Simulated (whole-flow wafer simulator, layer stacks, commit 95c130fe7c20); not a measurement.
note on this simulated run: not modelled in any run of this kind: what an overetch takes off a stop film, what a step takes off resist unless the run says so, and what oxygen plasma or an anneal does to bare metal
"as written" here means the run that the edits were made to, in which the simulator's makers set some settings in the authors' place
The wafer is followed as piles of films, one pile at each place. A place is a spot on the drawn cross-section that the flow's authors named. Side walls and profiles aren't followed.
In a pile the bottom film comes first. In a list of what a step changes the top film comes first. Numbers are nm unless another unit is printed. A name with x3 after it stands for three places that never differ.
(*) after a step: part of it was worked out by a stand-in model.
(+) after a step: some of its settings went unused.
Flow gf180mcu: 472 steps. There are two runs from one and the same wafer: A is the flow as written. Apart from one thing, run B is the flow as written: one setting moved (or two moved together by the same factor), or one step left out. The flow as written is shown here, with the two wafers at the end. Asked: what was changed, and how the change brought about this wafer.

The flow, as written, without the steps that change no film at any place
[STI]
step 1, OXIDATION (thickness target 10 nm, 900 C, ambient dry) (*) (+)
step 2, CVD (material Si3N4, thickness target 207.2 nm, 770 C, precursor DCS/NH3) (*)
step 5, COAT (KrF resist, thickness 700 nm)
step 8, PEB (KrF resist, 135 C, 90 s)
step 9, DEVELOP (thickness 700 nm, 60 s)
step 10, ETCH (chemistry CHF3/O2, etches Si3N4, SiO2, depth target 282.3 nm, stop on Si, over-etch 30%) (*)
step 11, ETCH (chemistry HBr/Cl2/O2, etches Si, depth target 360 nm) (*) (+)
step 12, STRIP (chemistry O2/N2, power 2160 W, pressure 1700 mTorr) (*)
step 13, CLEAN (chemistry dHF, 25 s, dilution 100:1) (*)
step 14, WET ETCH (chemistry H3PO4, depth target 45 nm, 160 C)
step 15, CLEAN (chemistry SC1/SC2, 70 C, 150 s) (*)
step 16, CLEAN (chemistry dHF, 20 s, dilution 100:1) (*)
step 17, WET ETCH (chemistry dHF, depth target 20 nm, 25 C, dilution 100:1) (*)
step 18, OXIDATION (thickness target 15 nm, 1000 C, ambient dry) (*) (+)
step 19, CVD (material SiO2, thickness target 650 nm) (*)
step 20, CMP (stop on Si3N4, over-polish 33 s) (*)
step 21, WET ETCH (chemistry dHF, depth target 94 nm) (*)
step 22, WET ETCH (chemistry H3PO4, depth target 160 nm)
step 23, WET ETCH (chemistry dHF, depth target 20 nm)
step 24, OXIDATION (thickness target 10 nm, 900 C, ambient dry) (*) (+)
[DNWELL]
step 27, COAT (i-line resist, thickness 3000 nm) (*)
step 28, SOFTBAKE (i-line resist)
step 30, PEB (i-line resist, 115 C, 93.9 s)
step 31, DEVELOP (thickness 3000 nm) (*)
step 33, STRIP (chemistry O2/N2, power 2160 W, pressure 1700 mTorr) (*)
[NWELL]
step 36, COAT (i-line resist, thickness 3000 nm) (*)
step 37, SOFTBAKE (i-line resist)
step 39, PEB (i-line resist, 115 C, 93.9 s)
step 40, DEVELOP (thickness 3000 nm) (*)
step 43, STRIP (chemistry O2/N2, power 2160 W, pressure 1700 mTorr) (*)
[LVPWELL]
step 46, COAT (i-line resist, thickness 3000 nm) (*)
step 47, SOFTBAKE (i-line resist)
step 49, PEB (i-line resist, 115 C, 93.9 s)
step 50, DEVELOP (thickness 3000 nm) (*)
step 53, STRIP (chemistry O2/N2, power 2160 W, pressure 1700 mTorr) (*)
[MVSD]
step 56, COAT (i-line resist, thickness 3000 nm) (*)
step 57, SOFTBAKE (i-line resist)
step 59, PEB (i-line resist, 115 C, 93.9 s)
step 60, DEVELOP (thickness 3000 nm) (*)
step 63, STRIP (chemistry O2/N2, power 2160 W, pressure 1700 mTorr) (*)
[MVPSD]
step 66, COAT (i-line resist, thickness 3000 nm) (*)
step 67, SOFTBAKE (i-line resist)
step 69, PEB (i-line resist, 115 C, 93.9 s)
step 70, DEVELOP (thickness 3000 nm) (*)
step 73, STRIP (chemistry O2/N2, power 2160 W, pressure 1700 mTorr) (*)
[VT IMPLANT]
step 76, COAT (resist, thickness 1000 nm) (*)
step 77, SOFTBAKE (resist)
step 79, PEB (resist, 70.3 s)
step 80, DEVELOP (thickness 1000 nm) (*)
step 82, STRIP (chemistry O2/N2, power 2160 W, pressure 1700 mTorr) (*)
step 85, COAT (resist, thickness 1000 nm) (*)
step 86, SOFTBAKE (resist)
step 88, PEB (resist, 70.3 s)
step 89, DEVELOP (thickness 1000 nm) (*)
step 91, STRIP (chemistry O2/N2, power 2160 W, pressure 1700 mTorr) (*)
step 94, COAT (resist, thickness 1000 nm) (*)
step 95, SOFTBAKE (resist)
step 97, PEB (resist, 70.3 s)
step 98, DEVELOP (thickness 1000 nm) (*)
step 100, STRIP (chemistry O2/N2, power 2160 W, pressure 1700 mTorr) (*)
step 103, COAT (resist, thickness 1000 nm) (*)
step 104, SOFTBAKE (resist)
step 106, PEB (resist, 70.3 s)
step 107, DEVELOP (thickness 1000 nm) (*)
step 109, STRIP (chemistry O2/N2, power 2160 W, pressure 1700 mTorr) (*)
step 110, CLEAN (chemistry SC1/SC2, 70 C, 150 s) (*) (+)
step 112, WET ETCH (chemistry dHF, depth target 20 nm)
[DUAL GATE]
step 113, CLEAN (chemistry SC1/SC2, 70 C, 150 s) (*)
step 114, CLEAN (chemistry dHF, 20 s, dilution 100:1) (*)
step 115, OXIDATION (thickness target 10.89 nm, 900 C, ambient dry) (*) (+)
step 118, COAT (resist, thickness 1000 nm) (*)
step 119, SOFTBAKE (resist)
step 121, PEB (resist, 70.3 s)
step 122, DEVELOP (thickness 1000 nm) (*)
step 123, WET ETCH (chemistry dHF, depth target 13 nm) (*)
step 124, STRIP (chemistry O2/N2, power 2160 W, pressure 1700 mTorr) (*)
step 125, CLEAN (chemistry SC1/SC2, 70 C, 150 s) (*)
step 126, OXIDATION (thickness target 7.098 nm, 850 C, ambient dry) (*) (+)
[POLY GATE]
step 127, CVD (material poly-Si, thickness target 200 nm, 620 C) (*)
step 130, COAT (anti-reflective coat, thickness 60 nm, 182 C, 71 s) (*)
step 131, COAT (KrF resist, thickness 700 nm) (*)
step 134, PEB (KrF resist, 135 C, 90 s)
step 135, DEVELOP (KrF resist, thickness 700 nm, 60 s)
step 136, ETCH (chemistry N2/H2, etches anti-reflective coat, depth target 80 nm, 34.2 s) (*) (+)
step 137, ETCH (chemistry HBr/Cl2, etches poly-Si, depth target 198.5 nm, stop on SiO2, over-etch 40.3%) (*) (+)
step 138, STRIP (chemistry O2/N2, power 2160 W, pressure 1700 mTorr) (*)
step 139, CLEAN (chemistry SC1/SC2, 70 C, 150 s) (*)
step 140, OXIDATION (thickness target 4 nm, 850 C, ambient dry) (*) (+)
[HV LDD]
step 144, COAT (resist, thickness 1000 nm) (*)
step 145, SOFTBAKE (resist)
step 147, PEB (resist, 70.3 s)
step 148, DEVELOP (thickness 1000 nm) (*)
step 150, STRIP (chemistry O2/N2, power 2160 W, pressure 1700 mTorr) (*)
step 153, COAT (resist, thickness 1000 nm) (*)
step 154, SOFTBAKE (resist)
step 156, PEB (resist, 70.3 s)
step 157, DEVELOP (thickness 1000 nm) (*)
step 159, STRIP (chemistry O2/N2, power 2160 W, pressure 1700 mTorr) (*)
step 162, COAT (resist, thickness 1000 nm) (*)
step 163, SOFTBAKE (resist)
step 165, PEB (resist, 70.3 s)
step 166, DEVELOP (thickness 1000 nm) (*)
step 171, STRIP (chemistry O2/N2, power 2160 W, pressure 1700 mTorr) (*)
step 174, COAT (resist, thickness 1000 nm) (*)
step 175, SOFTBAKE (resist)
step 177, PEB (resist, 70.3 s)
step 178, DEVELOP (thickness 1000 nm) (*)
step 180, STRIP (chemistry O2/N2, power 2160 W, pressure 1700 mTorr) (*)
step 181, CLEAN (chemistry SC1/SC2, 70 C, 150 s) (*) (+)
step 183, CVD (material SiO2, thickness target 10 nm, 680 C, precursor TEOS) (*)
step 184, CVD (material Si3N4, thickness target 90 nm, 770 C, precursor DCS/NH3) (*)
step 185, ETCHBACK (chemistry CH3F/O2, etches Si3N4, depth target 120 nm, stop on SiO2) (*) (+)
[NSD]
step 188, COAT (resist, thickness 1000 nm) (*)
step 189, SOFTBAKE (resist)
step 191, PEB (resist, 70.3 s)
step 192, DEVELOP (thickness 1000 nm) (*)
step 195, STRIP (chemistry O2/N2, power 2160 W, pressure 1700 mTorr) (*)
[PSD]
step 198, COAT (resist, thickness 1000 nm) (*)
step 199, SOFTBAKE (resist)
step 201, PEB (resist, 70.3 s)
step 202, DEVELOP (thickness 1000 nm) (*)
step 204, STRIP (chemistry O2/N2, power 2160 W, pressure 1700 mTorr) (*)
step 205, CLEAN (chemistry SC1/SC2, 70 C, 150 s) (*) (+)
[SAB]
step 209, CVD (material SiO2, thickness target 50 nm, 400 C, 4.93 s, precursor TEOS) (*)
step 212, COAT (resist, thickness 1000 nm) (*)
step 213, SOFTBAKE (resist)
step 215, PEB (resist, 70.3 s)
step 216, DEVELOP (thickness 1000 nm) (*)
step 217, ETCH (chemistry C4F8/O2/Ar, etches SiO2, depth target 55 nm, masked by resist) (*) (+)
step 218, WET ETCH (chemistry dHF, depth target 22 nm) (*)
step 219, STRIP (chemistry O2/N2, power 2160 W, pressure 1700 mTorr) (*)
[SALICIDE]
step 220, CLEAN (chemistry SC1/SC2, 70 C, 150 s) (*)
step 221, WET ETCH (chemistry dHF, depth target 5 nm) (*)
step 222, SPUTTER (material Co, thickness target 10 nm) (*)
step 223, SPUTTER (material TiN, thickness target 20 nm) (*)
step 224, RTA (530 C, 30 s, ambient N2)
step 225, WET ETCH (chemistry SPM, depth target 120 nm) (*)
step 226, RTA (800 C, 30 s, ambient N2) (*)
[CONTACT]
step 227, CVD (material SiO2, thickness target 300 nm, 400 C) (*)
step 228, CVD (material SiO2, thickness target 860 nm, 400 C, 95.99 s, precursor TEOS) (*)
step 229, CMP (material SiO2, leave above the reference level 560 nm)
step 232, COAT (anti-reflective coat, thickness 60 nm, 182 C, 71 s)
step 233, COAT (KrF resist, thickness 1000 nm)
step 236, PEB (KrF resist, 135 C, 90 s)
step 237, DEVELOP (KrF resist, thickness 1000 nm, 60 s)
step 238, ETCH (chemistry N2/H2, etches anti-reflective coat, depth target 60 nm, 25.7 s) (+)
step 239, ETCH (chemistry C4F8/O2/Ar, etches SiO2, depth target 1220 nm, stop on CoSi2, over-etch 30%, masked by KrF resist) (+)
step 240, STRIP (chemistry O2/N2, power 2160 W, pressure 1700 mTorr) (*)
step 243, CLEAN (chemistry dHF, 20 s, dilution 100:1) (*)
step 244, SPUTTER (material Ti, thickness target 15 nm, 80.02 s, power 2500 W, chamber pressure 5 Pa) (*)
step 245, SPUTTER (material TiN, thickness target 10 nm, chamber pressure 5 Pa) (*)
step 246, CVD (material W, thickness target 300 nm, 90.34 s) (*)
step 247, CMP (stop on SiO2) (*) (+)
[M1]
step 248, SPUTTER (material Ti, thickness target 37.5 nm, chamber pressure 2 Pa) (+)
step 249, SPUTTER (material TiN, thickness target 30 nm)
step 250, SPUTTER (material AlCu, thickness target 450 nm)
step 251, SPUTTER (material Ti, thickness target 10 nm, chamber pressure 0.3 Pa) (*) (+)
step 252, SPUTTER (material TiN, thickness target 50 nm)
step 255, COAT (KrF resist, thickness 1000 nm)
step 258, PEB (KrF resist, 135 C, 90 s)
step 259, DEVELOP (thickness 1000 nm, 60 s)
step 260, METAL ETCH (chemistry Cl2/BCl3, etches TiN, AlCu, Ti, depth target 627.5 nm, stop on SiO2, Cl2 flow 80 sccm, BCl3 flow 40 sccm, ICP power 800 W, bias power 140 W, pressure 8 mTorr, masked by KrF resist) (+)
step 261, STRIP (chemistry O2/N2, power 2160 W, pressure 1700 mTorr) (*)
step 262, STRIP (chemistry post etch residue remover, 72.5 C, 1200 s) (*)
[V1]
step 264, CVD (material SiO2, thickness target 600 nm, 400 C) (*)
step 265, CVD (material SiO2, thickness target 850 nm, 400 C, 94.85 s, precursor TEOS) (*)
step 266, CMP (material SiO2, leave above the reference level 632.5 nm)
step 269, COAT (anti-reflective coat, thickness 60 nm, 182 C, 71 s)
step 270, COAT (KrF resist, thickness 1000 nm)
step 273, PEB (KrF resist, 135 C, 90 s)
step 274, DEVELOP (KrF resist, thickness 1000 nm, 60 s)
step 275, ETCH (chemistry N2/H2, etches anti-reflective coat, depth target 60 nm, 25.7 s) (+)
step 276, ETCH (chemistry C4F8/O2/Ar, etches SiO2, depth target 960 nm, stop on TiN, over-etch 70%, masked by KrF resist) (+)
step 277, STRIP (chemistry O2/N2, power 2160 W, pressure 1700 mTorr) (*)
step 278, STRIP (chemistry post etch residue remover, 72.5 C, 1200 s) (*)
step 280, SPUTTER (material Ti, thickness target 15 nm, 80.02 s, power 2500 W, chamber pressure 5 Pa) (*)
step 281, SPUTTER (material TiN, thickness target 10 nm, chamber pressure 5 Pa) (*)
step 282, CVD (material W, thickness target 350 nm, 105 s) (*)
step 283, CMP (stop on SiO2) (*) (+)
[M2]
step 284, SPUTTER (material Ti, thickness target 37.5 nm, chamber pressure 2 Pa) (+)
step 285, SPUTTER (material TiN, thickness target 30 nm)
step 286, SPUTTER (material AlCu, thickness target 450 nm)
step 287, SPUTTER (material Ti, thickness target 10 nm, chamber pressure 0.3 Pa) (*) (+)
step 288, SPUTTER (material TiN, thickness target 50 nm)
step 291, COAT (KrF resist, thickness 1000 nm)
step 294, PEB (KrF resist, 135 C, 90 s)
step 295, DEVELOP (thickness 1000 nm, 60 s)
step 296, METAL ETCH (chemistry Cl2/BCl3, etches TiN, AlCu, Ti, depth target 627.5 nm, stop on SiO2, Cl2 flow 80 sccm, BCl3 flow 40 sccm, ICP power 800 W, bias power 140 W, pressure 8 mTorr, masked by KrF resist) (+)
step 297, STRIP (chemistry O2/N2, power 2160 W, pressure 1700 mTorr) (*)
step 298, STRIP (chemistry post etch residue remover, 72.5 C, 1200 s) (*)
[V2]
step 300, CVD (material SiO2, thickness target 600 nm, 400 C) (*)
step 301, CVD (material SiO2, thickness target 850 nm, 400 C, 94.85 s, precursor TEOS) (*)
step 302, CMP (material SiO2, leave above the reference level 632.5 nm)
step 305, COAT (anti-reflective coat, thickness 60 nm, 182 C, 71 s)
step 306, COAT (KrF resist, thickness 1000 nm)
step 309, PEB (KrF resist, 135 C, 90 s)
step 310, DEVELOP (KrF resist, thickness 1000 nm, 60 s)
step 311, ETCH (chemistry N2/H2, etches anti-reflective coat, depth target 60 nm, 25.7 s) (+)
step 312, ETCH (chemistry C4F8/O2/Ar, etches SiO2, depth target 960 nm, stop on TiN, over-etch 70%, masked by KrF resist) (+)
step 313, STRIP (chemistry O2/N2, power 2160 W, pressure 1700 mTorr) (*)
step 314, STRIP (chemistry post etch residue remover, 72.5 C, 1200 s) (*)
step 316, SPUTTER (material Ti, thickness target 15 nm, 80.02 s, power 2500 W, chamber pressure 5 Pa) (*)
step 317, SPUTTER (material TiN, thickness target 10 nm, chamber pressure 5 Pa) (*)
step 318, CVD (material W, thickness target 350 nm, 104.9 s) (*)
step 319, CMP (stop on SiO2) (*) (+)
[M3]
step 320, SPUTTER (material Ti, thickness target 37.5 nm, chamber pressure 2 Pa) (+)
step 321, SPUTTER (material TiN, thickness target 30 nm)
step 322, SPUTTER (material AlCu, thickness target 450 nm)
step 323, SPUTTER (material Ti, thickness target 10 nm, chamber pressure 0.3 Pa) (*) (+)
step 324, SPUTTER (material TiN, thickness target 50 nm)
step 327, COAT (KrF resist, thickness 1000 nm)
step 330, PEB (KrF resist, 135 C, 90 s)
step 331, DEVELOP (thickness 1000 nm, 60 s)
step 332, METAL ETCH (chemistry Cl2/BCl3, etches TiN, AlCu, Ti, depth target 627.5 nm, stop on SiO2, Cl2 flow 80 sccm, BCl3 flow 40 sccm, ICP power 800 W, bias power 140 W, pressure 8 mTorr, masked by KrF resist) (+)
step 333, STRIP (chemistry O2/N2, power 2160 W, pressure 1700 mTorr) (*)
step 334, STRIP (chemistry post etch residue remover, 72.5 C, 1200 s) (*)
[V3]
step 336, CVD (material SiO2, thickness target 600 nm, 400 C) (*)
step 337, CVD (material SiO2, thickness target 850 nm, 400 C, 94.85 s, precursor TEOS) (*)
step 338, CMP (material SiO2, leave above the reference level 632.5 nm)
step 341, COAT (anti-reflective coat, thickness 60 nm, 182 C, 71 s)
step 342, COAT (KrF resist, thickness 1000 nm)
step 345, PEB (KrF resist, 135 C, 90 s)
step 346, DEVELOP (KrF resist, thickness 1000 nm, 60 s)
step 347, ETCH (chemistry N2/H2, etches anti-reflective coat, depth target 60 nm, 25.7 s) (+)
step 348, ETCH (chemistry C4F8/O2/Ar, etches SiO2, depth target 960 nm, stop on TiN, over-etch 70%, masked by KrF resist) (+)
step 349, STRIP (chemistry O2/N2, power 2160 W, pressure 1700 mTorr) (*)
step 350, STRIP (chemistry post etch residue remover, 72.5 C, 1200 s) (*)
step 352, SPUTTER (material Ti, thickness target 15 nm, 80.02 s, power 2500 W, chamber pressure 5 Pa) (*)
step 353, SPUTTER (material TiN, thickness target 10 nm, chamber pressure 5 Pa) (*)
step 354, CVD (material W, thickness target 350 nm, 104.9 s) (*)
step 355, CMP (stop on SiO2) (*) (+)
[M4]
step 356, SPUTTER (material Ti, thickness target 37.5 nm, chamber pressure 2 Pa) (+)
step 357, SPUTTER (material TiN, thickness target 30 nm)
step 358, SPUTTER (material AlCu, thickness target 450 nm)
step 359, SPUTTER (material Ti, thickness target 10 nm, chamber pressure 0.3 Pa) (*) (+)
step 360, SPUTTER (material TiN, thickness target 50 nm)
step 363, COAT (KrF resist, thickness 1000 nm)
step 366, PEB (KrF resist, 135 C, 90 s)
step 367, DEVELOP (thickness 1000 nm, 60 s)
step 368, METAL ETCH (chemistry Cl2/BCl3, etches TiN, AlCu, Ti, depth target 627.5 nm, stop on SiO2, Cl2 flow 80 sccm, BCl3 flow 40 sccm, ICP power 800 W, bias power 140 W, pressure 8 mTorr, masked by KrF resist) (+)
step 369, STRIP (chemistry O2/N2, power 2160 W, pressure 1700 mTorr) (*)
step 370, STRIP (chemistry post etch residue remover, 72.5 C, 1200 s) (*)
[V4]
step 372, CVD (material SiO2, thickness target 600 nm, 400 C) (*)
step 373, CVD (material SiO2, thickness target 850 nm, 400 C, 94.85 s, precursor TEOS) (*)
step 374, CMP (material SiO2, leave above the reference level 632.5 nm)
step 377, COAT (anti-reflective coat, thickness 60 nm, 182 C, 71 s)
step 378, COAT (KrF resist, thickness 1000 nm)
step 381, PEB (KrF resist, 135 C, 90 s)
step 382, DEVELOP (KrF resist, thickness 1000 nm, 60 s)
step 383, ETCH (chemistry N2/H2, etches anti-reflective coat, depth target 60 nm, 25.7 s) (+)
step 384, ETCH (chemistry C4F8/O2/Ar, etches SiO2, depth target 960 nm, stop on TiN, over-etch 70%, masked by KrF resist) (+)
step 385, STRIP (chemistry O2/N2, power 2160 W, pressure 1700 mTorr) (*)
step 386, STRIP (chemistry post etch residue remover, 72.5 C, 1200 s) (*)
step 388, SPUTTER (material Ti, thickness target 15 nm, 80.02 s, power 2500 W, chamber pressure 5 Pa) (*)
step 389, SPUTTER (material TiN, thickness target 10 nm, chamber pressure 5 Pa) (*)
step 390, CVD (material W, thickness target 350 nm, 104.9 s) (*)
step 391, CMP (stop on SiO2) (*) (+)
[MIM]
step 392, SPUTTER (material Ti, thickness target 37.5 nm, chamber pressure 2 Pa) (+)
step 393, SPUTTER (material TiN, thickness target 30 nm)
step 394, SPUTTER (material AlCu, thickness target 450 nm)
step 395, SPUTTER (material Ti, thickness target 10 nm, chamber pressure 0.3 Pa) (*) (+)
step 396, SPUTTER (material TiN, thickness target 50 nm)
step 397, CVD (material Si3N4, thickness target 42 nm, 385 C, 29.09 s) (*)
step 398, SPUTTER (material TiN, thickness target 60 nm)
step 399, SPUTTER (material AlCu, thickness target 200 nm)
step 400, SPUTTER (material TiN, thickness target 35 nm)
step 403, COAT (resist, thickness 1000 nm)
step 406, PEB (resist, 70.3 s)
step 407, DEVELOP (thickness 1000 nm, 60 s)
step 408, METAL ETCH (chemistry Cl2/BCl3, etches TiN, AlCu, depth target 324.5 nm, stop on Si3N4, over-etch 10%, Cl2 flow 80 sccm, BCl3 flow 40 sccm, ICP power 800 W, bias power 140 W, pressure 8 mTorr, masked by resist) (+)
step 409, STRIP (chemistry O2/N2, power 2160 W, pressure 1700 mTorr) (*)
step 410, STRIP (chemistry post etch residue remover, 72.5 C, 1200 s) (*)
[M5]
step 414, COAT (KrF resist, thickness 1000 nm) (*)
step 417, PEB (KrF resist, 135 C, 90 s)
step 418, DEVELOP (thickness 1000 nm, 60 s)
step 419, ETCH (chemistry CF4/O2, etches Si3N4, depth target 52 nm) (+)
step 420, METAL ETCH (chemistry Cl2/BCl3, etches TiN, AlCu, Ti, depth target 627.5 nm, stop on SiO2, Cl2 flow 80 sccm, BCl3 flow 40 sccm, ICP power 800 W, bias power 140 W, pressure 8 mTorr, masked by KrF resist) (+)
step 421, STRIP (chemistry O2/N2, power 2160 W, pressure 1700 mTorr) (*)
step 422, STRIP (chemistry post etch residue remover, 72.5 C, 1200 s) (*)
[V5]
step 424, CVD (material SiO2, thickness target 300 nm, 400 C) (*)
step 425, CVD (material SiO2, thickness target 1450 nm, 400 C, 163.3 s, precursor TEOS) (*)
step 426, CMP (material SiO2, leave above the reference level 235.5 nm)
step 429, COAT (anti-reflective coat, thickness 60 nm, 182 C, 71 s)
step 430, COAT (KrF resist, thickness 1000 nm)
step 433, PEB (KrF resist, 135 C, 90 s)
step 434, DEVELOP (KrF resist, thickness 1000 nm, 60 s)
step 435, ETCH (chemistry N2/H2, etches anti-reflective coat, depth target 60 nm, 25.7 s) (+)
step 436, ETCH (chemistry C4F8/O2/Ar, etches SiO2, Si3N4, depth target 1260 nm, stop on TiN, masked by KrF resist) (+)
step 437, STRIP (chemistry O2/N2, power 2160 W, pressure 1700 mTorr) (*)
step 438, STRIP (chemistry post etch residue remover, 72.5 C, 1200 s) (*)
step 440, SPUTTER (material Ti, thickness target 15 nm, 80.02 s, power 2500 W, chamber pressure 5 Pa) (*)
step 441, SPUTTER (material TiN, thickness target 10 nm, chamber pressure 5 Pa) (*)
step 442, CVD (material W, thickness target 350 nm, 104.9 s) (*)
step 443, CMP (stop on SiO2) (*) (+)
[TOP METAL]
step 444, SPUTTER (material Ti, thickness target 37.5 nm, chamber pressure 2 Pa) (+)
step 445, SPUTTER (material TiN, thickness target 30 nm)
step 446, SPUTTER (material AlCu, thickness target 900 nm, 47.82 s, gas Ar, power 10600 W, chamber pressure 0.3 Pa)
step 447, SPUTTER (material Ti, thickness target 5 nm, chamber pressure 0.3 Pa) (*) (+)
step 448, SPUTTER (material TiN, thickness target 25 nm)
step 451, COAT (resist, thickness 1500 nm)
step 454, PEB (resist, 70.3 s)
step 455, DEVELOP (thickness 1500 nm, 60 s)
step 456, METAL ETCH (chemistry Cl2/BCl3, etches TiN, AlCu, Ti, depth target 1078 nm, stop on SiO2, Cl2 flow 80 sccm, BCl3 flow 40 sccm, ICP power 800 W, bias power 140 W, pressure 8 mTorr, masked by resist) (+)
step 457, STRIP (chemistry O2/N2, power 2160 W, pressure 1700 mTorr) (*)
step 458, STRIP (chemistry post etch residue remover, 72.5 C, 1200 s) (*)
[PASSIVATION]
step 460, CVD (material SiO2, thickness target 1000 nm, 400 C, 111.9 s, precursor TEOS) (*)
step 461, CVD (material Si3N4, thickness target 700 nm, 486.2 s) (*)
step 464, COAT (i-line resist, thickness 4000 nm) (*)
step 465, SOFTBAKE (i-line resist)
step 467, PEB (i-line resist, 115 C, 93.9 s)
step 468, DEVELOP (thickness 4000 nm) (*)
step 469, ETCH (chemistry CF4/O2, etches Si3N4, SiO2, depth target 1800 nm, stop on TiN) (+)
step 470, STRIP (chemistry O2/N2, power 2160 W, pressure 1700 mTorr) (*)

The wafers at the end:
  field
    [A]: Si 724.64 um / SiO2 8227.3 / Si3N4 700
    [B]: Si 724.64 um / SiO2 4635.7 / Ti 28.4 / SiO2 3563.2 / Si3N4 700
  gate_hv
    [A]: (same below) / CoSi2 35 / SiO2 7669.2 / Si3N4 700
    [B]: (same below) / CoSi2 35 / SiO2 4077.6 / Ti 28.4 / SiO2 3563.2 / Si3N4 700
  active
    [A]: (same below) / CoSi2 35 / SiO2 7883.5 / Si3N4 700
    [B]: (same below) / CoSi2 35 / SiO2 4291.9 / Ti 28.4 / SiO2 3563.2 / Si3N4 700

What caused this: step 368, METAL ETCH: depth target 549.1 nm was run, while the flow as written has depth target 627.5 nm.

Step by step, how the change led to this:
  step 368, METAL ETCH (chemistry Cl2/BCl3, etches TiN, AlCu, Ti, depth target 627.5 nm, stop on SiO2, Cl2 flow 80 sccm, BCl3 flow 40 sccm, ICP power 800 W, bias power 140 W, pressure 8 mTorr, masked by KrF resist) (+)
      field, field__w1, field__w2 and 103 more: A TiN loses 50 (all of it), Ti loses 10 (all of it), AlCu loses 450 (all of it), TiN loses 30 (all of it), Ti loses 37.5 (all of it) | B TiN loses 50 (all of it), Ti loses 10 (all of it), AlCu loses 450 (all of it), TiN loses 30 (all of it), Ti loses 9.1
      field__w8, contact, m1, m1__w1, m1_nw: A KrF resist loses 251 | B KrF resist loses 219.6
  step 369, STRIP (chemistry O2/N2, power 2160 W, pressure 1700 mTorr) (*)
      field__w8, contact, m1, m1__w1, m1_nw: A KrF resist loses 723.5 (all of it) | B KrF resist loses 754.9 (all of it)
  step 372, CVD (material SiO2, thickness target 600 nm, 400 C) (*)
      field, field__w1, field__w2 and 103 more: A SiO2 gains 600 | B SiO2 gains 600 (new film)
  step 374, CMP (material SiO2, leave above the reference level 632.5 nm)
      field, field__w1, field__w2 and 103 more: A SiO2 loses 300 | B SiO2 loses 328.4
If metal films that touch count as one body, field has 1 body; the flow as written gives 0 bodies.
If metal films that touch count as one body, gate_hv has 2 bodies (between them, from the top down: SiO2 4077.6); the flow as written gives 1 body.
If metal films that touch count as one body, active has 2 bodies (between them, from the top down: SiO2 4291.9); the flow as written gives 1 body.
